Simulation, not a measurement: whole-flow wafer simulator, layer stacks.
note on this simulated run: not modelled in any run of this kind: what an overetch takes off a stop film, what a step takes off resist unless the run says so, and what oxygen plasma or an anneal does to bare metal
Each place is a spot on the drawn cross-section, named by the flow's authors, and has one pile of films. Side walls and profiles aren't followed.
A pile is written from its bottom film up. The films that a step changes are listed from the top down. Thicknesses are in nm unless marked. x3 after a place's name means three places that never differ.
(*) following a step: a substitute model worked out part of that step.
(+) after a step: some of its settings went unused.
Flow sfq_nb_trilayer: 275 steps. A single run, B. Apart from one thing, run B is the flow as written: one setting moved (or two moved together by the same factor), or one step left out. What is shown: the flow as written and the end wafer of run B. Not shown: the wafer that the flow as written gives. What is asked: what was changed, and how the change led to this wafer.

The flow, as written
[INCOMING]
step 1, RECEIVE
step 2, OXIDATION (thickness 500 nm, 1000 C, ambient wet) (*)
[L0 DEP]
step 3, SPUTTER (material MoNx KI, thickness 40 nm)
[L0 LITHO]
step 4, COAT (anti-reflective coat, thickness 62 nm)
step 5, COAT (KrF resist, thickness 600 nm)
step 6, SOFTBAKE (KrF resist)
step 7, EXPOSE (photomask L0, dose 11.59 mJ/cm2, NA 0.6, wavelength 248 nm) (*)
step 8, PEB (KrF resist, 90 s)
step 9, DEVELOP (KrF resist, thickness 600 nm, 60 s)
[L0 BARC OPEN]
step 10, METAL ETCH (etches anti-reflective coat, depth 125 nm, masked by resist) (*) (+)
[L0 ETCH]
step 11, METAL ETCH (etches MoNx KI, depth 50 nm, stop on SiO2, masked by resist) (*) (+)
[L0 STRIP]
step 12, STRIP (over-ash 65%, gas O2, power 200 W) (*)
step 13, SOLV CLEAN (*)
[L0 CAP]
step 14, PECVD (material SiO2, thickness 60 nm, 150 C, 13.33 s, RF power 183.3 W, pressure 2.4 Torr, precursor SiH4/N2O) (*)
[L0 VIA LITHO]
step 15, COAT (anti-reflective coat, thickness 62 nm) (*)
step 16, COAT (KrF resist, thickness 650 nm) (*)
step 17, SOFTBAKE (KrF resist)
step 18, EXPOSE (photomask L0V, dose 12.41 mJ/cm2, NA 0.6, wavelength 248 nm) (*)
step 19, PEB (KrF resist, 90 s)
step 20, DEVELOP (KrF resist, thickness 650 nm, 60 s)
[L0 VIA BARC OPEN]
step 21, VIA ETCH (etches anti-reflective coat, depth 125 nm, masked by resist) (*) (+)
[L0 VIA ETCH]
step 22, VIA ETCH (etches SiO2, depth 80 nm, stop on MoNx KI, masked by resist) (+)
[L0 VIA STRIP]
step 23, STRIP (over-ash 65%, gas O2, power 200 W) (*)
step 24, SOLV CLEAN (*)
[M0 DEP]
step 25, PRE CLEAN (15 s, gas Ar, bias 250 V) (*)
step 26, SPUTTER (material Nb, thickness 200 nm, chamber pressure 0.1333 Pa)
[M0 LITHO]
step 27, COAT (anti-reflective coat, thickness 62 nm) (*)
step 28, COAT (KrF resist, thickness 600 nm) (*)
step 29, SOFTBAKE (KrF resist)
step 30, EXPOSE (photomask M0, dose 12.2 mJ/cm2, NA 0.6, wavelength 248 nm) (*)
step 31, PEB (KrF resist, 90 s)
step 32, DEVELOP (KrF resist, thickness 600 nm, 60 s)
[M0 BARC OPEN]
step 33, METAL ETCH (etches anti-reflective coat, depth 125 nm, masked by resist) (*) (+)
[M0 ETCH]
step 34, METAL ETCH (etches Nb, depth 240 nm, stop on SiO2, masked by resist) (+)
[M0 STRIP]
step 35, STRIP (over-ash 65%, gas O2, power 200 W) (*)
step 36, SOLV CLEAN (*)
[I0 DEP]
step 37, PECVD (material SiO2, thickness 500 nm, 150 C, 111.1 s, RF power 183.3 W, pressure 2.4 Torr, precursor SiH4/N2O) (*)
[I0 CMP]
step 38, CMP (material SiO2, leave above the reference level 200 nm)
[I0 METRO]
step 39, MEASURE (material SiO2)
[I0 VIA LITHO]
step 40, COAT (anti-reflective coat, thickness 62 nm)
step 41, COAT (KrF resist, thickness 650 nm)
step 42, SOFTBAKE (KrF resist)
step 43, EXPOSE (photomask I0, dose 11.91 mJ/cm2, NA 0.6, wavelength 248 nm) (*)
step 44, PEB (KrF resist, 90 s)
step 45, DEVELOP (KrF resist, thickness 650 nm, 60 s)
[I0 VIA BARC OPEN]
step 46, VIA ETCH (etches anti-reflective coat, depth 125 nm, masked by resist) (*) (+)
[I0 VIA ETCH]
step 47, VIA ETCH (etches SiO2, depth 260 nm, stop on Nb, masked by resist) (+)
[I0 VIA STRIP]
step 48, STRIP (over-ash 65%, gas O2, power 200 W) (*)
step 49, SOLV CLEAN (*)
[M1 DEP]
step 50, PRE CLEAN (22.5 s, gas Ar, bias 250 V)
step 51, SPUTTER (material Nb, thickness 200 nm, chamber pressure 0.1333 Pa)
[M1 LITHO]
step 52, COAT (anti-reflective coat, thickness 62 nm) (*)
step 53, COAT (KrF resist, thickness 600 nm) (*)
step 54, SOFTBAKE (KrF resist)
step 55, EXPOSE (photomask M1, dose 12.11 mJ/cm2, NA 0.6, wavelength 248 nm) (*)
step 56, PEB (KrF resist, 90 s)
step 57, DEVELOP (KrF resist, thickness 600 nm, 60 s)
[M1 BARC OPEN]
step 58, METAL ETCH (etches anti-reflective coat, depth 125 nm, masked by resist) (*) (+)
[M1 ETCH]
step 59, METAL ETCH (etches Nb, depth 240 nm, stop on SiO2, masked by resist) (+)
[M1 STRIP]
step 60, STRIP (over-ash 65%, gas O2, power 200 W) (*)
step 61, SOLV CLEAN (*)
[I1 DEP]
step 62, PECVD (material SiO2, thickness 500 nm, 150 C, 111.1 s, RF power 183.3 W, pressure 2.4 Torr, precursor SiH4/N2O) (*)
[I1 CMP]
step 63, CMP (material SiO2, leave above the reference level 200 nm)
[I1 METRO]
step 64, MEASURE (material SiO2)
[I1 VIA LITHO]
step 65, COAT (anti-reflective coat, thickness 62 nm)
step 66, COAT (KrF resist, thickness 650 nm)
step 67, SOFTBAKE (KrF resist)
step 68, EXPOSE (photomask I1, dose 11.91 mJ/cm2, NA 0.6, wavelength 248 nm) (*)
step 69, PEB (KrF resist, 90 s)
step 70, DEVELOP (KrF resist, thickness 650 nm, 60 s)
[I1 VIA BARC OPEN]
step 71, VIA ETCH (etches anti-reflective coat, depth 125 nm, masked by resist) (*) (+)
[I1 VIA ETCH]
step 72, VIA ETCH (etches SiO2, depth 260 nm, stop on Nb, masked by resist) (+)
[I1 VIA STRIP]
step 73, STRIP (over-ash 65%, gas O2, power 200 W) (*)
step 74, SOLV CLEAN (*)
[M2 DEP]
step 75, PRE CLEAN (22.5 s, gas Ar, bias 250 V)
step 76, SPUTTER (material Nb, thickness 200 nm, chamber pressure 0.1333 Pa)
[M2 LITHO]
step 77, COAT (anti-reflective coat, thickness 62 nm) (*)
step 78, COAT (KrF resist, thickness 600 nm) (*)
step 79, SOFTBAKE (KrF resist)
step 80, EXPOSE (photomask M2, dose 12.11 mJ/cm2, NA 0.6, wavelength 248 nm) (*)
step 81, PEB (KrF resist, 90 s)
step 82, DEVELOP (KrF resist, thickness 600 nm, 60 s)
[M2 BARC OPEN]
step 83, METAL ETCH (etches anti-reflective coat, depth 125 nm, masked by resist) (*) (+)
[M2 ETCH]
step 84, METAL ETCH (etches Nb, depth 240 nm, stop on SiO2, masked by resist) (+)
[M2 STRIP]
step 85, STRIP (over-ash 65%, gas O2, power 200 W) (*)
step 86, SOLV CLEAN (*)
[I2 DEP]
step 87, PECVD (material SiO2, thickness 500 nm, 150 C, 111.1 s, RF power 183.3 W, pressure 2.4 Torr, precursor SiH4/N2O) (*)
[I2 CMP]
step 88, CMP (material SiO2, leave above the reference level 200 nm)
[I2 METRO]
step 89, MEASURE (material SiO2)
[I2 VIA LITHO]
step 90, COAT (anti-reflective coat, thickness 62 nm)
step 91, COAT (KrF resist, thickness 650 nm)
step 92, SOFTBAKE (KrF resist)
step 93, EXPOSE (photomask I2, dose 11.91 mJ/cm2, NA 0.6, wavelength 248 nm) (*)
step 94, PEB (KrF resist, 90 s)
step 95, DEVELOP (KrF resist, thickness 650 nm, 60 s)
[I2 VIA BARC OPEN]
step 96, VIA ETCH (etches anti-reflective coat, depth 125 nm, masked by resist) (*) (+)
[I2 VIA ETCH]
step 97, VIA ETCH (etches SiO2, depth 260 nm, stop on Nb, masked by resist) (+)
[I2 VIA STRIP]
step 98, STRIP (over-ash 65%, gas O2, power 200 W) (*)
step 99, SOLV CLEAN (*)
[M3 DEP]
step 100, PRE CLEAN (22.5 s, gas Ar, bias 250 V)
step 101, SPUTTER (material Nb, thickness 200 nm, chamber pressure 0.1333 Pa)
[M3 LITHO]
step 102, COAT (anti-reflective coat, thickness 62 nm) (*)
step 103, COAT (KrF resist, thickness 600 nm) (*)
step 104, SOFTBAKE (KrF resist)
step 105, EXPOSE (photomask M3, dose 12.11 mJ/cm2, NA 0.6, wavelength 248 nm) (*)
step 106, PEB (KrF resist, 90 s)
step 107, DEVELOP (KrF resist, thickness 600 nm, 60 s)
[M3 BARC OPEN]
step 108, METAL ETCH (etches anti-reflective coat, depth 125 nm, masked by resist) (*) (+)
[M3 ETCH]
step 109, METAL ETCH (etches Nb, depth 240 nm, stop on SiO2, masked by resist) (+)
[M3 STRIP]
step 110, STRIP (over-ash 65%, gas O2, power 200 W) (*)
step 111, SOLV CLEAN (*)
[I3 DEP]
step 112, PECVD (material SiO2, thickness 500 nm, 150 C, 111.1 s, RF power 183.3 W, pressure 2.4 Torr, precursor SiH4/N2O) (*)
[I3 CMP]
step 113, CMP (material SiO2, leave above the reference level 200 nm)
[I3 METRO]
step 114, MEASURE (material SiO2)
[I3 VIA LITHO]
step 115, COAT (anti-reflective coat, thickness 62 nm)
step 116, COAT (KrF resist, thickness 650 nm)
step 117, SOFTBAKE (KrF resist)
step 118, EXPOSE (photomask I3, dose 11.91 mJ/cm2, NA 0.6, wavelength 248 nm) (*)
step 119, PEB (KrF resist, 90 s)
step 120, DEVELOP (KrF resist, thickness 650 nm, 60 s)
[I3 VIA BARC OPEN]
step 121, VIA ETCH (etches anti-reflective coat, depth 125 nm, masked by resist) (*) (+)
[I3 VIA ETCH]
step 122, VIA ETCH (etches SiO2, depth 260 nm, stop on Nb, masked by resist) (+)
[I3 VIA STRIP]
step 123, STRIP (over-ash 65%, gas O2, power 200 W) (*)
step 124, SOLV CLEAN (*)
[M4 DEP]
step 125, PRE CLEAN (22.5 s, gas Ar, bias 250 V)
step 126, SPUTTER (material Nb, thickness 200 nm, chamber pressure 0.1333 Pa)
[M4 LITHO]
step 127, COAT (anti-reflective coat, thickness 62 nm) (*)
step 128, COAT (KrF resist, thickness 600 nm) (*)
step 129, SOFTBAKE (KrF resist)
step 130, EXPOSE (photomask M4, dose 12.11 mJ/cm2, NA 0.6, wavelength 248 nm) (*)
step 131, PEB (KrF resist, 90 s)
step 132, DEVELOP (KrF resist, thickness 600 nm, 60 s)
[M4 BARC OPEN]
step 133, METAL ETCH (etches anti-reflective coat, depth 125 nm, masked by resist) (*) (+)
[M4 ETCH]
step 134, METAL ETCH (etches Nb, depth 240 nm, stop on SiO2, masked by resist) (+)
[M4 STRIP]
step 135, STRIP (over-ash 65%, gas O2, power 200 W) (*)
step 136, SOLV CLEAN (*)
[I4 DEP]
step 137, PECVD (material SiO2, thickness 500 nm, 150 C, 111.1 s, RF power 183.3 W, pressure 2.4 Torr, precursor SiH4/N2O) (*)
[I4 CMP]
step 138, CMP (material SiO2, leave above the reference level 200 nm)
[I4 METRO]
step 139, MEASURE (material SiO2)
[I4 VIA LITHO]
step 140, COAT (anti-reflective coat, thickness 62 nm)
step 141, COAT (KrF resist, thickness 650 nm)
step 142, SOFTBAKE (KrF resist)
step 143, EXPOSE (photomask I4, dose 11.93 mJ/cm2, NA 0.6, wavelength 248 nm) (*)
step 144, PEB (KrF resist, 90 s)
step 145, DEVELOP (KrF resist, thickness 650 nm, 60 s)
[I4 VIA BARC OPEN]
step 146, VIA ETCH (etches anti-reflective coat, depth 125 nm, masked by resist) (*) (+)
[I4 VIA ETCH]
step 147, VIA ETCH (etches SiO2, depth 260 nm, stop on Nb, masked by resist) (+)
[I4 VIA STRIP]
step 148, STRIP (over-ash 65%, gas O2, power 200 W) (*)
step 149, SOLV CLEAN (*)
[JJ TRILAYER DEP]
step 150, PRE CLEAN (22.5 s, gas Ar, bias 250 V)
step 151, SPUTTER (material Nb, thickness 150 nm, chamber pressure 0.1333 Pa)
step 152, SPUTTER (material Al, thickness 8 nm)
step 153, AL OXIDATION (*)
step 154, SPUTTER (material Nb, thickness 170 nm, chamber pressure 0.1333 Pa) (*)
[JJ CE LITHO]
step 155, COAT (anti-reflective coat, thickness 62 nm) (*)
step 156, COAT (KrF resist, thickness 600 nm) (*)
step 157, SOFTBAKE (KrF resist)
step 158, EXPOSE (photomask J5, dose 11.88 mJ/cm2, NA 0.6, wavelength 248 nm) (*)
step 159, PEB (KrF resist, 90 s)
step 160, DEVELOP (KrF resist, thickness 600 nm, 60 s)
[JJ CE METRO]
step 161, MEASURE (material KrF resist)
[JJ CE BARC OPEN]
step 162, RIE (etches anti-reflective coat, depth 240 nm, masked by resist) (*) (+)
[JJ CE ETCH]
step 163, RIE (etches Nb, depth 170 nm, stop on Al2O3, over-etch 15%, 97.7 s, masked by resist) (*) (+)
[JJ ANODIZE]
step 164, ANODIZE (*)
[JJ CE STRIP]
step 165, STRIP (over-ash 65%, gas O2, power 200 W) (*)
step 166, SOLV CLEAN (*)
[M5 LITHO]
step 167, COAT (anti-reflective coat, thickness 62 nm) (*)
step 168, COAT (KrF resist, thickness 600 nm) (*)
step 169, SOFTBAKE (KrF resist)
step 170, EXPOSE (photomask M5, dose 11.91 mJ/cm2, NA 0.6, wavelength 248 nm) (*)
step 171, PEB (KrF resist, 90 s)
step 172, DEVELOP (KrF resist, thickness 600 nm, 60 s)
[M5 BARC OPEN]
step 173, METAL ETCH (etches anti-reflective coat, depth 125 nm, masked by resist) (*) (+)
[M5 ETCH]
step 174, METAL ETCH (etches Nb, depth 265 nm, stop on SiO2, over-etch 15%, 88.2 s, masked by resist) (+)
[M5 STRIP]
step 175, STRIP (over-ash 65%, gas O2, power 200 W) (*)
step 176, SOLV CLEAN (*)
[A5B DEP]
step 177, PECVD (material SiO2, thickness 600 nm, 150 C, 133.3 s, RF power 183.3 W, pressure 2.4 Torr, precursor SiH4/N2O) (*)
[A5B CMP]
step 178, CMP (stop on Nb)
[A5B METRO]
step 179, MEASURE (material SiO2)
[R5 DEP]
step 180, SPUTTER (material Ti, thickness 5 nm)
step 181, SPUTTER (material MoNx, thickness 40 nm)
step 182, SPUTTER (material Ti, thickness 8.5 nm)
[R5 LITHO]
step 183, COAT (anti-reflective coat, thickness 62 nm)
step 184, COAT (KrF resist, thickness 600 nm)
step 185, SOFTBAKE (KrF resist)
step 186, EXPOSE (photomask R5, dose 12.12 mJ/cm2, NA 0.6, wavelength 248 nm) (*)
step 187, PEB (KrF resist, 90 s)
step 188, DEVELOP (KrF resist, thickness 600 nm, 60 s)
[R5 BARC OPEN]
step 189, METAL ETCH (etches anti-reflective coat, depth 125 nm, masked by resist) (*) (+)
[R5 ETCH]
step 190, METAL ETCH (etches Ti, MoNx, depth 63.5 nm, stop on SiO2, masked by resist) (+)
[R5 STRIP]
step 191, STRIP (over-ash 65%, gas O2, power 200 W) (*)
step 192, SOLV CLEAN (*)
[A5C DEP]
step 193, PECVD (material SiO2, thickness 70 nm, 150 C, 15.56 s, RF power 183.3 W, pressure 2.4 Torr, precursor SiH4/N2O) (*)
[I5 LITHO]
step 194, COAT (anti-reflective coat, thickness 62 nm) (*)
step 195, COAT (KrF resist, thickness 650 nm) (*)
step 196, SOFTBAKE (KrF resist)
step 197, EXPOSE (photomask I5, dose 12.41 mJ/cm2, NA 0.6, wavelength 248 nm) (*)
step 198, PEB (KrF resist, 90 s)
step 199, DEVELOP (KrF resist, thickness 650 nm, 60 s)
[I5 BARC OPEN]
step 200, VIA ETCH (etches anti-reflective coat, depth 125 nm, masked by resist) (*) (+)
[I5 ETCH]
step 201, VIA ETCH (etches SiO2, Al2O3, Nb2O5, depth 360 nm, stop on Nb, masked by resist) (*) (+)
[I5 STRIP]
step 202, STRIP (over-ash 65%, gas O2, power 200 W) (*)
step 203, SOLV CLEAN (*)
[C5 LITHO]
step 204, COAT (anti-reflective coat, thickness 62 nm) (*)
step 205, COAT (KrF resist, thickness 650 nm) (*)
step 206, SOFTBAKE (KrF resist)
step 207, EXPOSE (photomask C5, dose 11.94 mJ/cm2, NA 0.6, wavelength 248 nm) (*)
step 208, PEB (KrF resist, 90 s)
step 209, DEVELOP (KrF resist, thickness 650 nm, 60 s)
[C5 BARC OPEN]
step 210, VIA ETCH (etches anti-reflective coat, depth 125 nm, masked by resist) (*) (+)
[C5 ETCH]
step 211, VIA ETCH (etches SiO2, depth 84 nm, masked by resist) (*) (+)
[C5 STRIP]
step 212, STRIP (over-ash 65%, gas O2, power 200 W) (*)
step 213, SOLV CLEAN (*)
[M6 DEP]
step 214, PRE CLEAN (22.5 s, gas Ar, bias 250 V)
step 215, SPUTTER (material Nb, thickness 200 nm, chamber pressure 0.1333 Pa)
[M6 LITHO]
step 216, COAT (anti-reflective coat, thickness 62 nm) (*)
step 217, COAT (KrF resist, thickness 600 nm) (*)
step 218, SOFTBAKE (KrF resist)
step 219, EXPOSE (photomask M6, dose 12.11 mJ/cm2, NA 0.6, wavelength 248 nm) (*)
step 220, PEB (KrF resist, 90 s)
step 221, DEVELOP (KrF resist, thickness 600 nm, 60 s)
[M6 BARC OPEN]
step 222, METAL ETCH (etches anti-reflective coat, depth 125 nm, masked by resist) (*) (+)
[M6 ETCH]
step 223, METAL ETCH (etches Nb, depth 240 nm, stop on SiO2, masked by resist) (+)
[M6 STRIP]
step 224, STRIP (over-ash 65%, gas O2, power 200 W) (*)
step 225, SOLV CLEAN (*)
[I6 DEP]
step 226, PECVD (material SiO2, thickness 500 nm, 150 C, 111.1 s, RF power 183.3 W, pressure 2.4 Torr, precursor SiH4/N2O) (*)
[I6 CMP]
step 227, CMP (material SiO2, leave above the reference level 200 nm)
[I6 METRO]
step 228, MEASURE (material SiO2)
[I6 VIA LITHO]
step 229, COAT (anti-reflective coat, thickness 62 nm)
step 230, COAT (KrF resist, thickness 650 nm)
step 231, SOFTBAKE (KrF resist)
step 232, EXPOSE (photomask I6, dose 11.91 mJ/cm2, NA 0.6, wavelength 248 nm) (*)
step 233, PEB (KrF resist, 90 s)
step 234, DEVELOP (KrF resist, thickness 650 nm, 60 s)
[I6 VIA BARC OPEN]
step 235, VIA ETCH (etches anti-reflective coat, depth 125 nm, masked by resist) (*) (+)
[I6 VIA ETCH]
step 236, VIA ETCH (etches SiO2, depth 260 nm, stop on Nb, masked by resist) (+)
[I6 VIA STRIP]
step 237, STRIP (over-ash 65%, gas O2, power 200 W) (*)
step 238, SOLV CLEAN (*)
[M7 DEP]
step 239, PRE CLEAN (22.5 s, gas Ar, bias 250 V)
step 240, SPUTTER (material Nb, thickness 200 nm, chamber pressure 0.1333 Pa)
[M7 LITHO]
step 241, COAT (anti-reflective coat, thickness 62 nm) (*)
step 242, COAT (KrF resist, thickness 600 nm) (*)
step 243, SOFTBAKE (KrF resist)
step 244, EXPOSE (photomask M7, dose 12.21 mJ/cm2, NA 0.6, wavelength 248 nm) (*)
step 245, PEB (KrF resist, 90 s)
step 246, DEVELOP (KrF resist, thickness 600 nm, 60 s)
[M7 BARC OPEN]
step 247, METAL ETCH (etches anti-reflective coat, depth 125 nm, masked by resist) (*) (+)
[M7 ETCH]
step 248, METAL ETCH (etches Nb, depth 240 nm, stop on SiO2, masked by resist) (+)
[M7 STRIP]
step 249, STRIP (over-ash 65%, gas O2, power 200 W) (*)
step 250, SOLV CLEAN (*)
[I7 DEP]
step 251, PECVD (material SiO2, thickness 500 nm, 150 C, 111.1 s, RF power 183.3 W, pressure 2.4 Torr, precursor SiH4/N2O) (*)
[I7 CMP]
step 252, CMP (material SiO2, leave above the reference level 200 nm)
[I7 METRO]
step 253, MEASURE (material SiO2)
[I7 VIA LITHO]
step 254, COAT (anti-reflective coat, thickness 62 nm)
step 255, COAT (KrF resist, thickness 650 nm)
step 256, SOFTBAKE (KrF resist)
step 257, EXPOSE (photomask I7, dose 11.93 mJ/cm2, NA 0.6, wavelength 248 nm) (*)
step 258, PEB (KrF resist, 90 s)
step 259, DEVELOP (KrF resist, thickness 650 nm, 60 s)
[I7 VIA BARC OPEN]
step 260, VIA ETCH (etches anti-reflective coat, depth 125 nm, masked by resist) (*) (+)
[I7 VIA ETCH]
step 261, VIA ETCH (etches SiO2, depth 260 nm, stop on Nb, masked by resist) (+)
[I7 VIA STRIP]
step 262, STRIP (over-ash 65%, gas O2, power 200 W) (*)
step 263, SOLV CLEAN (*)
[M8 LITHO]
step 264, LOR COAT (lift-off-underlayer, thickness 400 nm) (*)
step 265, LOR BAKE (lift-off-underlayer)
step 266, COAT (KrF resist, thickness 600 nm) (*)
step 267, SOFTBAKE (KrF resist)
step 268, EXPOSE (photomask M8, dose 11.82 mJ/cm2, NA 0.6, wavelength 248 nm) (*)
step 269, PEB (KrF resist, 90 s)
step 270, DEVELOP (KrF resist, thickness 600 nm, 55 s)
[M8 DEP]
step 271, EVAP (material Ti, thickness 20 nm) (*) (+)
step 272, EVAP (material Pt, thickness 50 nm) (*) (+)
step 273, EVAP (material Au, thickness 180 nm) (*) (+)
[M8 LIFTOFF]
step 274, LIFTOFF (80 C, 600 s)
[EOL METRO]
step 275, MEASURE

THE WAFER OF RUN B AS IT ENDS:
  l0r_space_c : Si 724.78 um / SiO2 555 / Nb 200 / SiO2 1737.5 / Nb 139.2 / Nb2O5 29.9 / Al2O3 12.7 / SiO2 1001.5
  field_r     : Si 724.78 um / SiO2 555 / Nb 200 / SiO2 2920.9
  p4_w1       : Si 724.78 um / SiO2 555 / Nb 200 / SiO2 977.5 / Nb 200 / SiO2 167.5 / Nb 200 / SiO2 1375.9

Cause: step 113, CMP: leave above the reference level 175 nm was run, while the flow as written has leave above the reference level 200 nm.

The path from the change to this, step by step:
  step 113, CMP (material SiO2, leave above the reference level 200 nm)
      field_l, be, be_sur and 64 more: -125 SiO2 (in the flow as written it would be: -100 SiO2)
      v_sur, via_wl, via_wr and 27 more: -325 SiO2 (in the flow as written it would be: -300 SiO2)
      (as well as at 9 more places)
  step 122, VIA ETCH (etches SiO2, depth 260 nm, stop on Nb, masked by resist) (+)
      via_v: -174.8 SiO2 (all of it) (in the flow as written it would be: -199.8 SiO2 (all of it))
  step 126, SPUTTER (material Nb, thickness 200 nm, chamber pressure 0.1333 Pa)
      via_v: +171 Nb (in the flow as written it would be: +165.5 Nb)
  step 127, COAT (anti-reflective coat, thickness 62 nm) (*)
      via_v: +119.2 anti-reflective coat (new film) (in the flow as written it would be: +124.8 anti-reflective coat (new film))
  step 128, COAT (KrF resist, thickness 600 nm) (*)
      via_v: +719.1 KrF resist (new film) (in the flow as written it would be: +739.8 KrF resist (new film))
  step 135, STRIP (over-ash 65%, gas O2, power 200 W) (*)
      via_v: -501.2 KrF resist (all of it), -119.2 anti-reflective coat (all of it) (in the flow as written it would be: -521.8 KrF resist (all of it), -124.8 anti-reflective coat (all of it))
  step 137, PECVD (material SiO2, thickness 500 nm, 150 C, 111.1 s, RF power 183.3 W, pressure 2.4 Torr, precursor SiH4/N2O) (*)
      via_v: +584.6 SiO2 (new film) (in the flow as written it would be: +615 SiO2 (new film))
